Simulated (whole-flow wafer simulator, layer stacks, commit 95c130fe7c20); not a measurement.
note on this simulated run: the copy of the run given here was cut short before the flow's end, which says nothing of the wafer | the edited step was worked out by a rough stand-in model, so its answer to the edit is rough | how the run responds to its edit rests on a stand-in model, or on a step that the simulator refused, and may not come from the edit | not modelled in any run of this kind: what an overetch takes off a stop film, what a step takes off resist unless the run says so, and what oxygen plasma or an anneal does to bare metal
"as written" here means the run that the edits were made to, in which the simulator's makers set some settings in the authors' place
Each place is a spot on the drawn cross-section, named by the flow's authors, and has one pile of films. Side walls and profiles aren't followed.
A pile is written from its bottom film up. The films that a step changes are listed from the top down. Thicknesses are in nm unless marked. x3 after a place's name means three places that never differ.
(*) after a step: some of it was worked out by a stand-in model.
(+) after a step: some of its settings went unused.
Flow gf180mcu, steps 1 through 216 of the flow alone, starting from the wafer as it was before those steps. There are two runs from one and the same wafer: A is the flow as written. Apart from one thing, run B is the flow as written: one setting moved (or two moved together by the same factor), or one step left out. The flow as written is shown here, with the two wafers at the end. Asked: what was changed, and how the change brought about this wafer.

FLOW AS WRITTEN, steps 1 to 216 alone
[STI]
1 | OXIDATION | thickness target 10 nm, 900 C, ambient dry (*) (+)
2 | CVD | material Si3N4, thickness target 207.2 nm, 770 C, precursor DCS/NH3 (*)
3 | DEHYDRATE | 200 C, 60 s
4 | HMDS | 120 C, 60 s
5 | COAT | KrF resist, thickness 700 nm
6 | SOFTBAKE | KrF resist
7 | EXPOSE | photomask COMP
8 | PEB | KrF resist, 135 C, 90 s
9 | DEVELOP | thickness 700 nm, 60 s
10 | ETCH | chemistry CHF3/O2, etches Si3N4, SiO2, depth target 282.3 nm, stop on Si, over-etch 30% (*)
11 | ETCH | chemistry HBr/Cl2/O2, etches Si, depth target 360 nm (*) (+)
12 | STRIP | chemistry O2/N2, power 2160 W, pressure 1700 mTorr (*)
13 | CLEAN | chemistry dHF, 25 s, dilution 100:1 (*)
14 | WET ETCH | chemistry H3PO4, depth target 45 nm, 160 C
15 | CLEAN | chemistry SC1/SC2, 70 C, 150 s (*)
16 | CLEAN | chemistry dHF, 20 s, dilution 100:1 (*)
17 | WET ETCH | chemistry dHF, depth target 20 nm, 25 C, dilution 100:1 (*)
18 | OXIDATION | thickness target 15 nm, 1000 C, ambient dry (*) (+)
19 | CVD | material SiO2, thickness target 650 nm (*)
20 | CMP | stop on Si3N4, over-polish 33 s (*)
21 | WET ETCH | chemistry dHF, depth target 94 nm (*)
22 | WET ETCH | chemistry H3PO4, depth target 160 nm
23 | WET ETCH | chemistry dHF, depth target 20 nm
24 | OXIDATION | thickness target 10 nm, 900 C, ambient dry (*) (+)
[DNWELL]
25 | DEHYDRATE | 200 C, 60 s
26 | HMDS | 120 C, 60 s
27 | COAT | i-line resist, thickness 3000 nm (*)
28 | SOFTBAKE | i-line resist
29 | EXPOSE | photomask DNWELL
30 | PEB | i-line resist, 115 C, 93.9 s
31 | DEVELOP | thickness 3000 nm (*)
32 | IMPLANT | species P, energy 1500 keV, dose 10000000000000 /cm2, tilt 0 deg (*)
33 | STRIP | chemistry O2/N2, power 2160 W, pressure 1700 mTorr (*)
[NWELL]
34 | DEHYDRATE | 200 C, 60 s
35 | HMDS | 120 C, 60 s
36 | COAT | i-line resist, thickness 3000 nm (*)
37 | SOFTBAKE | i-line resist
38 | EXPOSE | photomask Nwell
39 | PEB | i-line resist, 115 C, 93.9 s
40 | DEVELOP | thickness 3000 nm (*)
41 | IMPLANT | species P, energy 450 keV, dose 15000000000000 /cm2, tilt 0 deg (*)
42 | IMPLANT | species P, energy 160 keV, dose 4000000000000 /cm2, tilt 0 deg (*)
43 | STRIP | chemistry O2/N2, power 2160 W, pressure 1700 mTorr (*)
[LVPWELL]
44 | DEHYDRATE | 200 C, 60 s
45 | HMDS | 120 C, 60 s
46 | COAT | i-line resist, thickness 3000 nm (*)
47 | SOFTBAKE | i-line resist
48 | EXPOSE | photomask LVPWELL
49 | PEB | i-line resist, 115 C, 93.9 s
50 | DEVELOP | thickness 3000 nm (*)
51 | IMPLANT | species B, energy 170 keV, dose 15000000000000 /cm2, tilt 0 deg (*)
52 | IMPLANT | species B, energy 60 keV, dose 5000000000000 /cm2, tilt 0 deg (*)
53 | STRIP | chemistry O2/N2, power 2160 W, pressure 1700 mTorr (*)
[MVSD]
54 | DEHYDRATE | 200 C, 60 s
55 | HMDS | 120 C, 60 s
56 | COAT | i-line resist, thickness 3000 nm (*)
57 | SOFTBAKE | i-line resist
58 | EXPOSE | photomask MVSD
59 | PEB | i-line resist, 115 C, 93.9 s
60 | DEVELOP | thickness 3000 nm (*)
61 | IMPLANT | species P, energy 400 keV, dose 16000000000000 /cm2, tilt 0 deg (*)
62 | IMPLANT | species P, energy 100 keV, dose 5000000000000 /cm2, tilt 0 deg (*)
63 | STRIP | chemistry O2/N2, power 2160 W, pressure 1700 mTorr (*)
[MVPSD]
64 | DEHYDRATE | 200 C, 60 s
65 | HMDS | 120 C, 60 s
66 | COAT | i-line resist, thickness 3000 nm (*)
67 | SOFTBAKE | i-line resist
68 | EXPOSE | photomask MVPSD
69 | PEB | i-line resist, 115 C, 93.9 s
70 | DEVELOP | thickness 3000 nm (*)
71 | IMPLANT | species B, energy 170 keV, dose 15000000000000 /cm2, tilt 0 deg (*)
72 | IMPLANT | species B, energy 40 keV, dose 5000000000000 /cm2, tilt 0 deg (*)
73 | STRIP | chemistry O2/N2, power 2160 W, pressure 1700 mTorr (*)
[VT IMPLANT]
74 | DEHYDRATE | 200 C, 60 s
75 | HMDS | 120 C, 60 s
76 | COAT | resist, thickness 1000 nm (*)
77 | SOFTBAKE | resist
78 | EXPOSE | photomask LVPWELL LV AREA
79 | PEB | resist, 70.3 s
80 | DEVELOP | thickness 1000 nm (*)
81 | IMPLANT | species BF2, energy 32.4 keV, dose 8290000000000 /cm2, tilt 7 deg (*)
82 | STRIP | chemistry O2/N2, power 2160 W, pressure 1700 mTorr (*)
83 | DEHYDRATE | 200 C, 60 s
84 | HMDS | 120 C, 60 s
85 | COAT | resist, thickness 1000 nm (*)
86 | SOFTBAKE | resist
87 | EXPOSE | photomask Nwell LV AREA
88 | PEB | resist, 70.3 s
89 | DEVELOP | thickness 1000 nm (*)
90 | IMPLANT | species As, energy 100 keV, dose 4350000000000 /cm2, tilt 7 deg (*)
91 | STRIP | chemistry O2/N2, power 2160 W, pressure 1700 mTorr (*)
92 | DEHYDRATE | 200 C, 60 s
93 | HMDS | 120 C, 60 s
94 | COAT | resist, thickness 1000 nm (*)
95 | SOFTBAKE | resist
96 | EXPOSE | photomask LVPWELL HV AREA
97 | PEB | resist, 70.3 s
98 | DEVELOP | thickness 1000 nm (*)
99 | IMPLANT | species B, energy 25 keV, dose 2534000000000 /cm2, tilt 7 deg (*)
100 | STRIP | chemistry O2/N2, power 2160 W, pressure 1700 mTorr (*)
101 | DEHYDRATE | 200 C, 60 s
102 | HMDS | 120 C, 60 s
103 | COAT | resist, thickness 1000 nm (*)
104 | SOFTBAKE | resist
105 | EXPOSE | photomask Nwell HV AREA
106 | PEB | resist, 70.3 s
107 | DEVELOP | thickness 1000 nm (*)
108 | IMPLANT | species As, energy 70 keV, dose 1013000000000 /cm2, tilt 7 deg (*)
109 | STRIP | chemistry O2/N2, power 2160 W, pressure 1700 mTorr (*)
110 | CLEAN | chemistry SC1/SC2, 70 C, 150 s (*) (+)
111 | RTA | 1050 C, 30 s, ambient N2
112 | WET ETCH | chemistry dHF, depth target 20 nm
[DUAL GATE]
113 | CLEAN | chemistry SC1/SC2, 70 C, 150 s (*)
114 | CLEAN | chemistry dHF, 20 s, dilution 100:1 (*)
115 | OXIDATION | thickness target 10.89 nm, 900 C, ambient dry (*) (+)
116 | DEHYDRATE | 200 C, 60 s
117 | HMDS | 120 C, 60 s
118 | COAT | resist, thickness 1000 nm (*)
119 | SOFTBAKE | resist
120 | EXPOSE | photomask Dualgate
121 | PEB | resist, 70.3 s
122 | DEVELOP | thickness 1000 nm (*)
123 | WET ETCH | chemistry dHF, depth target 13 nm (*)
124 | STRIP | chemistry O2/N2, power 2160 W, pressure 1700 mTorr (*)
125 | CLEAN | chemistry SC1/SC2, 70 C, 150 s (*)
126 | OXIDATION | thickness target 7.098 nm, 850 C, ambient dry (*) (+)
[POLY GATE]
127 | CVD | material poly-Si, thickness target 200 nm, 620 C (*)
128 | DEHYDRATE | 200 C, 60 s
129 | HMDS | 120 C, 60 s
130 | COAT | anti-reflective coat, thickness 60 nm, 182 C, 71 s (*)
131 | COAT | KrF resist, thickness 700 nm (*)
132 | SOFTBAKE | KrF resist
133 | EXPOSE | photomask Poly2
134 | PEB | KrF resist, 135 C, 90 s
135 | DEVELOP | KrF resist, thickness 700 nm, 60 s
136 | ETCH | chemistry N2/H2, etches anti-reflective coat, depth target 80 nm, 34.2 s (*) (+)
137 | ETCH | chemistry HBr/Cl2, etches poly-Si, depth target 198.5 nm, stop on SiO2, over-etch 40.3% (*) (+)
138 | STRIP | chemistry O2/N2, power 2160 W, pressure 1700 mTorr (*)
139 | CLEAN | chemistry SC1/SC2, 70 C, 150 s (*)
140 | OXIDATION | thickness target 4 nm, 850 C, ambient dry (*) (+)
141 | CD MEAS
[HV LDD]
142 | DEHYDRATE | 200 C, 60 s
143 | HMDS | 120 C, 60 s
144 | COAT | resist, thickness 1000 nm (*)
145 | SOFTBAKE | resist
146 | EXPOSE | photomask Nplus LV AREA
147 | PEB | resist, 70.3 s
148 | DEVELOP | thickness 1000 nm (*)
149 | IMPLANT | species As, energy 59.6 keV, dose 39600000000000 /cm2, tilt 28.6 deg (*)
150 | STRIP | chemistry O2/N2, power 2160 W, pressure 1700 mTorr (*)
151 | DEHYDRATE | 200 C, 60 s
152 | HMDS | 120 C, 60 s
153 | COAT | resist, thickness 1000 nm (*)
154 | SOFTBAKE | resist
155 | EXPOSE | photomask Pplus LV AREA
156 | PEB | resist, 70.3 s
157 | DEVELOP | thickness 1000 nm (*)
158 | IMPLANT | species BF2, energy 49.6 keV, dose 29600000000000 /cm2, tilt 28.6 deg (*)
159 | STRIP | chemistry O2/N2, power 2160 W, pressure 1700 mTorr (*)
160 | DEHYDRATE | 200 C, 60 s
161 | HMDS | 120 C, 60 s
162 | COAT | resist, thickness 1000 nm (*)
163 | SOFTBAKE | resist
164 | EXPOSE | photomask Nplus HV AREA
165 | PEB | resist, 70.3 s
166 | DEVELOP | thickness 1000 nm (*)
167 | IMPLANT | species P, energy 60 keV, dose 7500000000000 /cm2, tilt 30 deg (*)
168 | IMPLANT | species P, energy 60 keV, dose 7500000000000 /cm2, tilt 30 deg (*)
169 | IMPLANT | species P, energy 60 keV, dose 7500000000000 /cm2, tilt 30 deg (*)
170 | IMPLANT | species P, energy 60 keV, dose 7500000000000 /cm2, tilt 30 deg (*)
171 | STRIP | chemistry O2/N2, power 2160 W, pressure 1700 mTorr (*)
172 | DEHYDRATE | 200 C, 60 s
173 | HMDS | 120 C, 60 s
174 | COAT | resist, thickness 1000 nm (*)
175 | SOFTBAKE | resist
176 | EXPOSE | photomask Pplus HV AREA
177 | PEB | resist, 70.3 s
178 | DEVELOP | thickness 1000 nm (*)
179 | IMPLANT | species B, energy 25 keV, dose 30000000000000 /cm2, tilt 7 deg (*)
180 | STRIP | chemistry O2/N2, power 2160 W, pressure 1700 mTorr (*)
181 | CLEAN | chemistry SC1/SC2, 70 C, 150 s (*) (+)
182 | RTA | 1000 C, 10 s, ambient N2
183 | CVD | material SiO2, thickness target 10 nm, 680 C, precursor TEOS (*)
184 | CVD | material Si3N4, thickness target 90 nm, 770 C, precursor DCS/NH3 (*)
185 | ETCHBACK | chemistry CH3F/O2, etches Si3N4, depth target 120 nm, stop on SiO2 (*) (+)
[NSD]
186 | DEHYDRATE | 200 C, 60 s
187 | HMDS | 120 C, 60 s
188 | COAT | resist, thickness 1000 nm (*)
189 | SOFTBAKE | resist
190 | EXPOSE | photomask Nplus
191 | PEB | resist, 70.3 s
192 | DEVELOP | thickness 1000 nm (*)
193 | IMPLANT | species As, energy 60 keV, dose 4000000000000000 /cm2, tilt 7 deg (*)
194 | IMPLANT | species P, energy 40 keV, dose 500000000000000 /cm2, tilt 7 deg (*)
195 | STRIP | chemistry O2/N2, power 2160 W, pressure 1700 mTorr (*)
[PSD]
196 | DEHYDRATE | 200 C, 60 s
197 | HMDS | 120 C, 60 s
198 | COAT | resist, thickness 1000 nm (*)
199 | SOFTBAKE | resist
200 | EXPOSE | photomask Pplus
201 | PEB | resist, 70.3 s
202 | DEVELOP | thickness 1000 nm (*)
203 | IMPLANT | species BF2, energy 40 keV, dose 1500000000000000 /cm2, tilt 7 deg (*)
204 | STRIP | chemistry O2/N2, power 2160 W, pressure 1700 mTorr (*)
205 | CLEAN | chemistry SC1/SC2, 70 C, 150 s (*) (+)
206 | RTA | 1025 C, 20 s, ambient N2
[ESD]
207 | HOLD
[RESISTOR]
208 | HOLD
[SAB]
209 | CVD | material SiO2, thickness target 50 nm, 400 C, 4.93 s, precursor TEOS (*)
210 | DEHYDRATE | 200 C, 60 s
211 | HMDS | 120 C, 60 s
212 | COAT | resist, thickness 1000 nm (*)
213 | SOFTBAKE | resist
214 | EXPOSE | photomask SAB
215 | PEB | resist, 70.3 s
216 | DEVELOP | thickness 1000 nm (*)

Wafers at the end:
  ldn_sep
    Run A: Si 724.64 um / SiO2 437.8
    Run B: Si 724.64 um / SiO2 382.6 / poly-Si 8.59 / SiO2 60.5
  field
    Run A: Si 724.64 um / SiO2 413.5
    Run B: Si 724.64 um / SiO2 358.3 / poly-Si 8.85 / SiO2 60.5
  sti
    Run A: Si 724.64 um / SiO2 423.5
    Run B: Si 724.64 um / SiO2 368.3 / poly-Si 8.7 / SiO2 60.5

What caused this: step 137, ETCH: depth target 134 nm was run, while the flow as written has depth target 198.5 nm.

Step by step, how the change led to this:
  137 | ETCH | chemistry HBr/Cl2, etches poly-Si, depth target 198.5 nm, stop on SiO2, over-etch 40.3% (*) (+)
      field__w3, field__w12, field_sub and 14 more: A poly-Si loses 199 (all of it), SiO2 loses 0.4 | B poly-Si loses 188
      field__w6, sti, m1 and 11 more: A poly-Si loses 198.8 (all of it), SiO2 loses 0.4 | B poly-Si loses 188
      (and at 61 other places as well)
  138 | STRIP | chemistry O2/N2, power 2160 W, pressure 1700 mTorr (*)
      field, field__w1, field__w2 and 61 more: A nothing | B chemical SiO2 gains 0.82 (new film), poly-Si loses 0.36
      gate: A chemical SiO2 gains 0.68 (new film), KrF resist loses 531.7 (all of it), anti-reflective coat loses 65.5 (all of it), poly-Si loses 0.3 | B chemical SiO2 gains 0.68 (new film), KrF resist loses 561.8 (all of it), anti-reflective coat loses 65.5 (all of it), poly-Si loses 0.3
      (and at 27 other places as well)
  139 | CLEAN | chemistry SC1/SC2, 70 C, 150 s (*)
      field, field__w1, field__w2 and 34 more: A SiO2 loses 0.68 | B chemical SiO2 loses 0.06, poly-Si loses 0.27
  140 | OXIDATION | thickness target 4 nm, 850 C, ambient dry (*) (+)
      field, field__w1, field__w2 and 21 more: A SiO2 gains 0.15, Si loses 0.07 | B SiO2 gains 4 (new film), chemical SiO2 loses 0.76 (all of it), poly-Si loses 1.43
      active_hv, active_nat, ld_sd_n and 11 more: A SiO2 gains 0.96, Si loses 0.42 | B SiO2 gains 4 (new film), chemical SiO2 loses 0.76 (all of it), poly-Si loses 1.43
      (and at 26 other places as well)
  145 | SOFTBAKE | resist
      field: A resist loses 0.3 | B resist gains 2.34
      nw_enc_fld_lv__w3: A resist gains 2.63 | B resist loses 0.67
      (and at 19 other places as well)
  154 | SOFTBAKE | resist
      field: A resist loses 0.3 | B resist gains 2.34
      nw_enc_fld_lv__w3: A resist gains 2.63 | B resist loses 0.67
      (and at 19 other places as well)
  163 | SOFTBAKE | resist
      field: A resist loses 0.3 | B resist gains 2.34
      nw_enc_fld_lv__w3: A resist gains 2.63 | B resist loses 0.67
      (and at 19 other places as well)
  175 | SOFTBAKE | resist
      field: A resist loses 0.3 | B resist gains 2.34
      nw_enc_fld_lv__w3: A resist gains 2.63 | B resist loses 0.67
      (and at 19 other places as well)
  189 | SOFTBAKE | resist
      active_hv: A resist gains 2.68 | B resist loses 0.5
      field__w6: A resist gains 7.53 | B resist gains 6.89
      (and at 20 other places as well)
  199 | SOFTBAKE | resist
      active_hv: A resist gains 2.68 | B resist loses 0.5
      field__w6: A resist gains 7.53 | B resist gains 6.89
      (and at 21 other places as well)
  213 | SOFTBAKE | resist
      field__w5: A resist gains 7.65 | B resist gains 7.02
      field__w6: A resist gains 7.87 | B resist gains 7.22
      (and at 19 other places as well)
